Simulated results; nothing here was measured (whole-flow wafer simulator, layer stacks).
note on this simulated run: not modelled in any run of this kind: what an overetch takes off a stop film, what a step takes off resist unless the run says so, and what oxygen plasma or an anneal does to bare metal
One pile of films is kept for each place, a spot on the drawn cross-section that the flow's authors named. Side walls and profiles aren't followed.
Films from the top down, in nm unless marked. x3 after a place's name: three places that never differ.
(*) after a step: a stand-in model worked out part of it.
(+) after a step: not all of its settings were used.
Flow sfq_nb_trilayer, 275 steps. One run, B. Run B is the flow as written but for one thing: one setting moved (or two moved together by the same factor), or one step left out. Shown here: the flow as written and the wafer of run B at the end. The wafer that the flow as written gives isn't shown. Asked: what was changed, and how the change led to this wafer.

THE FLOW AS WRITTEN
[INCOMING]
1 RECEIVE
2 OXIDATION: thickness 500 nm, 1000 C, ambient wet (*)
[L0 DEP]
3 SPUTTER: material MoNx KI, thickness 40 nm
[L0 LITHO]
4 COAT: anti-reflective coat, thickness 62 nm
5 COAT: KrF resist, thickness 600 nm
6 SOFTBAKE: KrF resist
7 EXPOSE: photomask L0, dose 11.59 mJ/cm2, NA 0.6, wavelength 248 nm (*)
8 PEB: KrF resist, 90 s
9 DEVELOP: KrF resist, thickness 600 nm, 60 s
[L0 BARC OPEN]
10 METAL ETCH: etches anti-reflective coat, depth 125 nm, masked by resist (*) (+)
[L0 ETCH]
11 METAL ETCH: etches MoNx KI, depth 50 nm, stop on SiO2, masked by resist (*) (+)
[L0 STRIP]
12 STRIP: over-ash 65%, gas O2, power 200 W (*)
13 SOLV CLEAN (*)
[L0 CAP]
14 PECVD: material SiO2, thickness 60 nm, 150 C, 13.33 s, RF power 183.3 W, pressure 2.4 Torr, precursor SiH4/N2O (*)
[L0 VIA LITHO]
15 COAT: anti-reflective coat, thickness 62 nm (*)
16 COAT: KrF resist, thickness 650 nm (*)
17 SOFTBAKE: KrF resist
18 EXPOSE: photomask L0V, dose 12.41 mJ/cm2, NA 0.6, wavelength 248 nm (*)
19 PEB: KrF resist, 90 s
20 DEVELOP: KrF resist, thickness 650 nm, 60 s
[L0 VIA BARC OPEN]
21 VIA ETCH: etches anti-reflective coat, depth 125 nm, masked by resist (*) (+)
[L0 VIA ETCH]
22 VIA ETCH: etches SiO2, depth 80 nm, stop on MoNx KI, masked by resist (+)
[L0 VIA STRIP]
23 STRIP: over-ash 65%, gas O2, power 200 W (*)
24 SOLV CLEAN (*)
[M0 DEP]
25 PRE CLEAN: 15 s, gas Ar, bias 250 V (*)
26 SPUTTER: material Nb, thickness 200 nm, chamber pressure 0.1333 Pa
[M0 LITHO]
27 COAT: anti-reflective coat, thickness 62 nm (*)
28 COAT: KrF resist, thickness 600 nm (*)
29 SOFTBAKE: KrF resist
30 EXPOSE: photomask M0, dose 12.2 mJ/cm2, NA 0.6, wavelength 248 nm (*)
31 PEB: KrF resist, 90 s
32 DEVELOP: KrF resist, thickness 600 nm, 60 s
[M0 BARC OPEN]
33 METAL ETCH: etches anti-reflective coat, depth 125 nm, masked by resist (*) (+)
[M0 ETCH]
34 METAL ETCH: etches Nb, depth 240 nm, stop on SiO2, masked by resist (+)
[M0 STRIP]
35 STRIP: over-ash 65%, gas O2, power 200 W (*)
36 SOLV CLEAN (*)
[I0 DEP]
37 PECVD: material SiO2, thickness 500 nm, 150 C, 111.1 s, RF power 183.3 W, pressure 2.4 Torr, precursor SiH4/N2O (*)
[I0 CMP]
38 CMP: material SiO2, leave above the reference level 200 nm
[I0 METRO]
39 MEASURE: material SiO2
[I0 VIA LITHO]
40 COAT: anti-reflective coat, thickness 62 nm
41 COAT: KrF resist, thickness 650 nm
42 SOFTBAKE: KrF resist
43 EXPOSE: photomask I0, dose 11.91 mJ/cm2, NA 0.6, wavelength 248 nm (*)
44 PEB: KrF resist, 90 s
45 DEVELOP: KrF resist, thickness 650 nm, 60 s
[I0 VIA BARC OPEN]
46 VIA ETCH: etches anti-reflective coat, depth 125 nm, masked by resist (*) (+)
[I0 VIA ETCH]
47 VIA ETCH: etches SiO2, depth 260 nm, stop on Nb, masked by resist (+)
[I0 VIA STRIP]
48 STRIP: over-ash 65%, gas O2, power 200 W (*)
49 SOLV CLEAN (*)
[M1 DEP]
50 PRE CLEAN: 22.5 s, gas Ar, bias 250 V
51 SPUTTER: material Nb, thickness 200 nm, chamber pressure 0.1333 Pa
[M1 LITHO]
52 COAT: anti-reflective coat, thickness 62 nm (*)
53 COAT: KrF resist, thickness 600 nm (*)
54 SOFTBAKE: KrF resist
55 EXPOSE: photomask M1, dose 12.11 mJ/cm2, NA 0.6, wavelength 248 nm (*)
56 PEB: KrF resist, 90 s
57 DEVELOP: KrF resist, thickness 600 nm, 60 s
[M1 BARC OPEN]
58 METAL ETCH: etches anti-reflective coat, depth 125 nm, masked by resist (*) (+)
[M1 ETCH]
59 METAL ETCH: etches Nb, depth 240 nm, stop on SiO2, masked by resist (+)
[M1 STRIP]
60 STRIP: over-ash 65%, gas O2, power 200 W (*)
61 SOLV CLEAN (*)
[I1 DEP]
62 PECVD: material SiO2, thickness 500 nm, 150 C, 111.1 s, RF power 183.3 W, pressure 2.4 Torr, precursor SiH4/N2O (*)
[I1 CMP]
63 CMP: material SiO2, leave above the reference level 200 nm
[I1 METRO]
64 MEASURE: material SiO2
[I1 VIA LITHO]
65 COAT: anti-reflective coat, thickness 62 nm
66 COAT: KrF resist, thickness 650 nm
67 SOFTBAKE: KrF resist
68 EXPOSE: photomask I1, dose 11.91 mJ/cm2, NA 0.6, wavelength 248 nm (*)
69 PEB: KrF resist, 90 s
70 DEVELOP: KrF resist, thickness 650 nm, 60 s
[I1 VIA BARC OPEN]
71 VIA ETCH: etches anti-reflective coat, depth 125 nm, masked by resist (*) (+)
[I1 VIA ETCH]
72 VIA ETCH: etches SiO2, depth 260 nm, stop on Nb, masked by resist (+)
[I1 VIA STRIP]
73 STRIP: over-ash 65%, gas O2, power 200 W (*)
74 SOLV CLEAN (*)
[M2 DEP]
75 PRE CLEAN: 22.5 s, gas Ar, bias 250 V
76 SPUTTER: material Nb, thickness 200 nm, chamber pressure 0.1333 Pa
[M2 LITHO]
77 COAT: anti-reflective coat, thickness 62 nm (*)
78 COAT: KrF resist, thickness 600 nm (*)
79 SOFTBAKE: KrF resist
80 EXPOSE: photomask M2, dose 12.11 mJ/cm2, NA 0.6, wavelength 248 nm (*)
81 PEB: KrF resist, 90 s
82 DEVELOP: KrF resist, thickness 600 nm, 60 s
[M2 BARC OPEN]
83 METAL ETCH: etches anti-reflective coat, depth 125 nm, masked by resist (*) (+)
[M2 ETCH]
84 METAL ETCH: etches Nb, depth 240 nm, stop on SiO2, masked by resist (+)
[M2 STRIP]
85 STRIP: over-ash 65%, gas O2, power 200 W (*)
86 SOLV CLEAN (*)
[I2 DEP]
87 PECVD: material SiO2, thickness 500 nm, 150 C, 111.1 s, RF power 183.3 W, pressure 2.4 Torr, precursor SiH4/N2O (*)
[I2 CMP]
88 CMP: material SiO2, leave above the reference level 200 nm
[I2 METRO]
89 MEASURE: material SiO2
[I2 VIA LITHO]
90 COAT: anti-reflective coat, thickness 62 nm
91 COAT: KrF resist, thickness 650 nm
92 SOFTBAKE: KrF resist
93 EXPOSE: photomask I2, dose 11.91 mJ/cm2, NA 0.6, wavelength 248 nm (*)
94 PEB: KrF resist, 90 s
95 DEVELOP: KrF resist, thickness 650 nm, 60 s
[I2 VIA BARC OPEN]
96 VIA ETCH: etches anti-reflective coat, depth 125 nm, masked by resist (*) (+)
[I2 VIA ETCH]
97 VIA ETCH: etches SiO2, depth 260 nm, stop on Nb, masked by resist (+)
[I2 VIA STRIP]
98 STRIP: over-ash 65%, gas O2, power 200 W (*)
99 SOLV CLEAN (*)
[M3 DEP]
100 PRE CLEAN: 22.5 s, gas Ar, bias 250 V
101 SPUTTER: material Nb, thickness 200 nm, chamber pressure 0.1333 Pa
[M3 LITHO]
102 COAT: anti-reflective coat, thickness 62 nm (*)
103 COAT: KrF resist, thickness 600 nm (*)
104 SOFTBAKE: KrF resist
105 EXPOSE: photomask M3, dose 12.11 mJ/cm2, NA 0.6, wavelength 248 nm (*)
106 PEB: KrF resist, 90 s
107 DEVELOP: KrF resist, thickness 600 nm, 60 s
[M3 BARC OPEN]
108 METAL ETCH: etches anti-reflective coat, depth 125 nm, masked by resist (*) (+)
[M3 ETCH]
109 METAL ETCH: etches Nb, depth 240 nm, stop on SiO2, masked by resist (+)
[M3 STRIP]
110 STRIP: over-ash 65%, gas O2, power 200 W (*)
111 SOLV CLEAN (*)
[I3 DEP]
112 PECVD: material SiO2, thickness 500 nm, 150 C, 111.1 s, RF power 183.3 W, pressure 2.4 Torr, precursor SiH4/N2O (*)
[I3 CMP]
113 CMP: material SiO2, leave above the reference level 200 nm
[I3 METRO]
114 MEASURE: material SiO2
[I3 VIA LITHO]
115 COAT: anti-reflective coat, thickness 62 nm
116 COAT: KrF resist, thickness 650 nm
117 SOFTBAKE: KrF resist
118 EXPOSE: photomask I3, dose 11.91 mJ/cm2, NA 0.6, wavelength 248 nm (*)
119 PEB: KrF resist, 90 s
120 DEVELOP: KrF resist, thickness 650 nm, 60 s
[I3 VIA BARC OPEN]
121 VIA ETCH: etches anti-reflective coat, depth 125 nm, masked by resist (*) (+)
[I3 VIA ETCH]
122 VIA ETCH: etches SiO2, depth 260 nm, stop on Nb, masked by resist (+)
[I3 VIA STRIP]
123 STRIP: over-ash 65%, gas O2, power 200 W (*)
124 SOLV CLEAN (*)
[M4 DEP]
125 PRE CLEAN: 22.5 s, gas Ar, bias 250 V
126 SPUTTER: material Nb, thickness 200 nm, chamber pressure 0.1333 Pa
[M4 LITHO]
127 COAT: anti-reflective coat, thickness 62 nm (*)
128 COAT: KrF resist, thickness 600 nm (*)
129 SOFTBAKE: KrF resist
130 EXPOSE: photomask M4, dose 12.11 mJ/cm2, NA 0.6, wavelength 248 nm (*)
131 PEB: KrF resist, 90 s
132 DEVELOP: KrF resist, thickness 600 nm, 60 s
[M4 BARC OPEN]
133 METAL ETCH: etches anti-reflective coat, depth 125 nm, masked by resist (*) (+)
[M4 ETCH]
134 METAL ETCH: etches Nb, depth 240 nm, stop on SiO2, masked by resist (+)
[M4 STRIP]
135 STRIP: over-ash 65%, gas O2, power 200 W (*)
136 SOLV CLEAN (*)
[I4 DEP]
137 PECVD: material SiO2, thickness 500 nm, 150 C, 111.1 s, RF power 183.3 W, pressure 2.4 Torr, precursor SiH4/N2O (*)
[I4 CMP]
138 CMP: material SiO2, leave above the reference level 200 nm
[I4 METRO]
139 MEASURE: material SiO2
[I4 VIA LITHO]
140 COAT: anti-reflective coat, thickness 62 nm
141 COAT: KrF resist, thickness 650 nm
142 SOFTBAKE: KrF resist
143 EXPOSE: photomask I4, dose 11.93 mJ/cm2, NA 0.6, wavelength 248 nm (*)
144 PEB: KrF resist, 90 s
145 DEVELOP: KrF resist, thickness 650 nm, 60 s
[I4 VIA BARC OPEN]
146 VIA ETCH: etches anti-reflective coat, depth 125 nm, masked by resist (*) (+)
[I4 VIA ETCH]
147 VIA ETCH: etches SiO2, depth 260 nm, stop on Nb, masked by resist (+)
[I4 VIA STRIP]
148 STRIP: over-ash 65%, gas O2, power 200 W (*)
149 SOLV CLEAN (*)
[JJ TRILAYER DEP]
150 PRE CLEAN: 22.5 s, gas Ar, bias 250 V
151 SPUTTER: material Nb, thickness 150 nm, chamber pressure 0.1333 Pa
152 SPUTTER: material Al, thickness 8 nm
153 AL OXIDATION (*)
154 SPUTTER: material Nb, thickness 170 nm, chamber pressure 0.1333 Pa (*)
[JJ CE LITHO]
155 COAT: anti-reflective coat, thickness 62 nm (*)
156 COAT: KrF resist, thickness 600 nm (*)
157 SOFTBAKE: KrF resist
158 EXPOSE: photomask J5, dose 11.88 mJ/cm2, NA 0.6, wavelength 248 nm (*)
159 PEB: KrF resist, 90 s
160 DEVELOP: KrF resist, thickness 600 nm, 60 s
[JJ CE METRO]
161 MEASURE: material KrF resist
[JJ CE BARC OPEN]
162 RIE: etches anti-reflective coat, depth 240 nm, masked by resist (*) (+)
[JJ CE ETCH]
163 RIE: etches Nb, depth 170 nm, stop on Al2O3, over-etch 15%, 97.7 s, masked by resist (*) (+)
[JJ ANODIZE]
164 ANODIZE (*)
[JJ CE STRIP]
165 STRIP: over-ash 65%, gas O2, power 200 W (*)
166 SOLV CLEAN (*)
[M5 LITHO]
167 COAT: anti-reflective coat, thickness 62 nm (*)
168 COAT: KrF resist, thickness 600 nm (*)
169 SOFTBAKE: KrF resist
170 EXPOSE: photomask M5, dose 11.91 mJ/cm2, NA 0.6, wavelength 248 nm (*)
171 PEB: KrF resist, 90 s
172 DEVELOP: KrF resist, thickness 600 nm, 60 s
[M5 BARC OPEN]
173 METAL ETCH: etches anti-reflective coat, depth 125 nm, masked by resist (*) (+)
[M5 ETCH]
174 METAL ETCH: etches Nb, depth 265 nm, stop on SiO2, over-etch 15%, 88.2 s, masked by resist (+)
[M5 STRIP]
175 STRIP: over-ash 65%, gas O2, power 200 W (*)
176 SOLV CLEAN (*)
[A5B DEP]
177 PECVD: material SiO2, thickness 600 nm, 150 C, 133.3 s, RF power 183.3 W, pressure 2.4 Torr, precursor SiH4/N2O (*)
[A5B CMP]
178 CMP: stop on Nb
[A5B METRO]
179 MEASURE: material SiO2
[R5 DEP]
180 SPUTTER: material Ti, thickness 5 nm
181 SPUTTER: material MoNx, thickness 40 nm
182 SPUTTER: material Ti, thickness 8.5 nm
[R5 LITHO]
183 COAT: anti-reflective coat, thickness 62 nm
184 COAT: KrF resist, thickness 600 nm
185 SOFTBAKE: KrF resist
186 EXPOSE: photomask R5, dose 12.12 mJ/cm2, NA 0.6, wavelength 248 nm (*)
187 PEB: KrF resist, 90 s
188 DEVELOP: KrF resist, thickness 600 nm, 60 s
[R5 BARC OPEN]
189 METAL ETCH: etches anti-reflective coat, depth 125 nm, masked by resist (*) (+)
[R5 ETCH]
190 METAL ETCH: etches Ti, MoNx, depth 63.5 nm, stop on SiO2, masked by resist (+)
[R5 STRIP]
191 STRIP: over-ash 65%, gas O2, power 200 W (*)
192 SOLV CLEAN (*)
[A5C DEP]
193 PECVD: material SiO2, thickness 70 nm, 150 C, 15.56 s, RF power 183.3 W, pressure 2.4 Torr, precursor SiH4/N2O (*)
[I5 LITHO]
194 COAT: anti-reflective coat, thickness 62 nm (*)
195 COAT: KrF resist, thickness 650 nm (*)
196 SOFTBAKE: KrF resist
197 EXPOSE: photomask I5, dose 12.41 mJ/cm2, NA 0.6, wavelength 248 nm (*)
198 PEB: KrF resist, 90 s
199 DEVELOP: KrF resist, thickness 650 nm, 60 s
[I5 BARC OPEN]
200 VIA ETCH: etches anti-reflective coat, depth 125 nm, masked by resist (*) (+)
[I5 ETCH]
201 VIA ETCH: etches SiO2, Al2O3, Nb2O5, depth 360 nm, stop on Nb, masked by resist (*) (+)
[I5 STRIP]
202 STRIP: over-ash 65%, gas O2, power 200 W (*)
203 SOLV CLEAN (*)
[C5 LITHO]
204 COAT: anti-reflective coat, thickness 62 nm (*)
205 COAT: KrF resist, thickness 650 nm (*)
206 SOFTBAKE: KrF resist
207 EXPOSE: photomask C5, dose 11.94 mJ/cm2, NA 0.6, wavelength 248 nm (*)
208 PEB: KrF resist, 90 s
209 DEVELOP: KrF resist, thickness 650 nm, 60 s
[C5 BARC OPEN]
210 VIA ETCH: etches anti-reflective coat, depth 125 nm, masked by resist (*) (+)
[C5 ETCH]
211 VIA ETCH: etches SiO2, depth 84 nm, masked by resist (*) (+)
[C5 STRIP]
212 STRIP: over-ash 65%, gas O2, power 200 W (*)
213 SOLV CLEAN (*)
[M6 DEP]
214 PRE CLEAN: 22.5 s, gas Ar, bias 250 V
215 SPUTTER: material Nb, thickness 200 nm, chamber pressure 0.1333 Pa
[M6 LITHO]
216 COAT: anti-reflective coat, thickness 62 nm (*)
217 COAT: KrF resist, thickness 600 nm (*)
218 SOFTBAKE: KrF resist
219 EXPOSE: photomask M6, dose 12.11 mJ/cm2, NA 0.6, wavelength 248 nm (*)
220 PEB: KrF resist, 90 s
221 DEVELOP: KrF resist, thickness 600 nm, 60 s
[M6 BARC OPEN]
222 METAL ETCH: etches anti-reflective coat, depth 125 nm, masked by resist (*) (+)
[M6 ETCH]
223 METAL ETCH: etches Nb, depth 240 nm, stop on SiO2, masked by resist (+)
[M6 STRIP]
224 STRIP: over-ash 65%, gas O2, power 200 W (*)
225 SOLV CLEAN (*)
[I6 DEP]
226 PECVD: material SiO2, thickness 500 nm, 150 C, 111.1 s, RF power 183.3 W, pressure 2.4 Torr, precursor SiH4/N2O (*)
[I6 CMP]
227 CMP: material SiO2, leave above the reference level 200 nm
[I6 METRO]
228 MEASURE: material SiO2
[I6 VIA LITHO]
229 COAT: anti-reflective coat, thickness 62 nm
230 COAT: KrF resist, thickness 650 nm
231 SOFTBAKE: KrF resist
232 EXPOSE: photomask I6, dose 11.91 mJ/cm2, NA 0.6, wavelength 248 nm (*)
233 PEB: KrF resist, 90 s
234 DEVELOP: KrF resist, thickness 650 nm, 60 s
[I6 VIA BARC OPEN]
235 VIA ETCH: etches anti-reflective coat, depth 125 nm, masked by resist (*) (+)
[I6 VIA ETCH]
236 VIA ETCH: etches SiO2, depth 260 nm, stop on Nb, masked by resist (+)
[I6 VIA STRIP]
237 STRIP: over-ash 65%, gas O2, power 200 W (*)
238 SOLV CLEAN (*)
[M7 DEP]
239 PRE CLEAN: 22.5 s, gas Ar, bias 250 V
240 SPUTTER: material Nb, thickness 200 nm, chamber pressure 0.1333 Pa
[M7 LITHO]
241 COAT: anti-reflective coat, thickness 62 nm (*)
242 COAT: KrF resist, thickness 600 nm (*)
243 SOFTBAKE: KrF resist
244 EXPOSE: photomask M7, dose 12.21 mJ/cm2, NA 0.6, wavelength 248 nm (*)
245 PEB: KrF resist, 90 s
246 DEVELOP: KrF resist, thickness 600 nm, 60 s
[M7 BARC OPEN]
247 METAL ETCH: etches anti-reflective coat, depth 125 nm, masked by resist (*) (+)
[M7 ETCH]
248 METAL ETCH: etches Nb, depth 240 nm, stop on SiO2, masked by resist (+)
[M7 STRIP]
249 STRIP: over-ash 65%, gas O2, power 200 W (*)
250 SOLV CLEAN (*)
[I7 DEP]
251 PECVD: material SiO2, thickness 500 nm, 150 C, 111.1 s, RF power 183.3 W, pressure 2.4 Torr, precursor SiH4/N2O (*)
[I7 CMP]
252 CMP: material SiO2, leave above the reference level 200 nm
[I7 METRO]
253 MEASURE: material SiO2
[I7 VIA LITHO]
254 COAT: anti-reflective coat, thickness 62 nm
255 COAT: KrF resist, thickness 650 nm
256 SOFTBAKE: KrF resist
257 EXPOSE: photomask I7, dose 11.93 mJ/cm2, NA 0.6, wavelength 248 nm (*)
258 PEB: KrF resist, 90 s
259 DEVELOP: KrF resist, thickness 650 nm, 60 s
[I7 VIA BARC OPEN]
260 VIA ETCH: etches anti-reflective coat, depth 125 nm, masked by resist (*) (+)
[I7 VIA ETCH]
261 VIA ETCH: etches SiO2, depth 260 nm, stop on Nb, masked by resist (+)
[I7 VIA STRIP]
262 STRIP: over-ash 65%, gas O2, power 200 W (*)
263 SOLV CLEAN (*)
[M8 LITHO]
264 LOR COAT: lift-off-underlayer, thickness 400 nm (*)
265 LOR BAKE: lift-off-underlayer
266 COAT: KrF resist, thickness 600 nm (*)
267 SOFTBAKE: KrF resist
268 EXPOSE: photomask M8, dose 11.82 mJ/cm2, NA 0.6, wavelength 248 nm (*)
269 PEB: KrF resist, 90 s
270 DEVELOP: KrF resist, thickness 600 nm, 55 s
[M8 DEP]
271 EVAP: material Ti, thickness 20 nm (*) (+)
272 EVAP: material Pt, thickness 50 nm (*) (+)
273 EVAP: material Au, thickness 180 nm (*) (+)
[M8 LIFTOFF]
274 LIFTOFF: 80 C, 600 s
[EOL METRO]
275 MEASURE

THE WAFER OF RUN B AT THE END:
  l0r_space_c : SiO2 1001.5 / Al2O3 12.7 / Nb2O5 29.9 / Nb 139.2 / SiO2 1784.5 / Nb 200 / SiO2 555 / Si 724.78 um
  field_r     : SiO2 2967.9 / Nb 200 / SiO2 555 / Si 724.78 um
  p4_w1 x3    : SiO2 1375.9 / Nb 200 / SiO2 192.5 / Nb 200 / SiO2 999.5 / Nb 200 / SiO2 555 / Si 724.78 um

The cause: step 38, CMP: leave above the reference level 222 nm was run, where the flow has leave above the reference level 200 nm.

How the change led to this, step by step:
  38 CMP: material SiO2, leave above the reference level 200 nm
      v_sur, via_wl, via_w and 94 more: SiO2 -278 (as written it would be: SiO2 -300)
      field_l, l0_sur, l0r_line_l, l0r_line_c, l0r_line_r: SiO2 -318 (as written it would be: SiO2 -340)
      (and at 4 more places)
  47 VIA ETCH: etches SiO2, depth 260 nm, stop on Nb, masked by resist (+)
      via_w: SiO2 -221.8 (all of it) (as written it would be: SiO2 -199.8 (all of it))
  51 SPUTTER: material Nb, thickness 200 nm, chamber pressure 0.1333 Pa
      via_w: Nb +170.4 (as written it would be: Nb +174.5)
  52 COAT: anti-reflective coat, thickness 62 nm (*)
      via_w: anti-reflective coat +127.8 (new film) (as written it would be: anti-reflective coat +123.1 (new film))
      via_wr: anti-reflective coat +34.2 (new film) (as written it would be: anti-reflective coat +34.9 (new film))
  53 COAT: KrF resist, thickness 600 nm (*)
      via_w: KrF resist +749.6 (new film) (as written it would be: KrF resist +731.8 (new film))
  60 STRIP: over-ash 65%, gas O2, power 200 W (*)
      via_w: KrF resist -531.6 (all of it), anti-reflective coat -127.8 (all of it) (as written it would be: KrF resist -513.8 (all of it), anti-reflective coat -123.1 (all of it))
      via_wr: KrF resist -382.4 (all of it), anti-reflective coat -34.2 (all of it) (as written it would be: KrF resist -384.4 (all of it), anti-reflective coat -34.9 (all of it))
  62 PECVD: material SiO2, thickness 500 nm, 150 C, 111.1 s, RF power 183.3 W, pressure 2.4 Torr, precursor SiH4/N2O (*)
      via_w: SiO2 +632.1 (new film) (as written it would be: SiO2 +606 (new film))
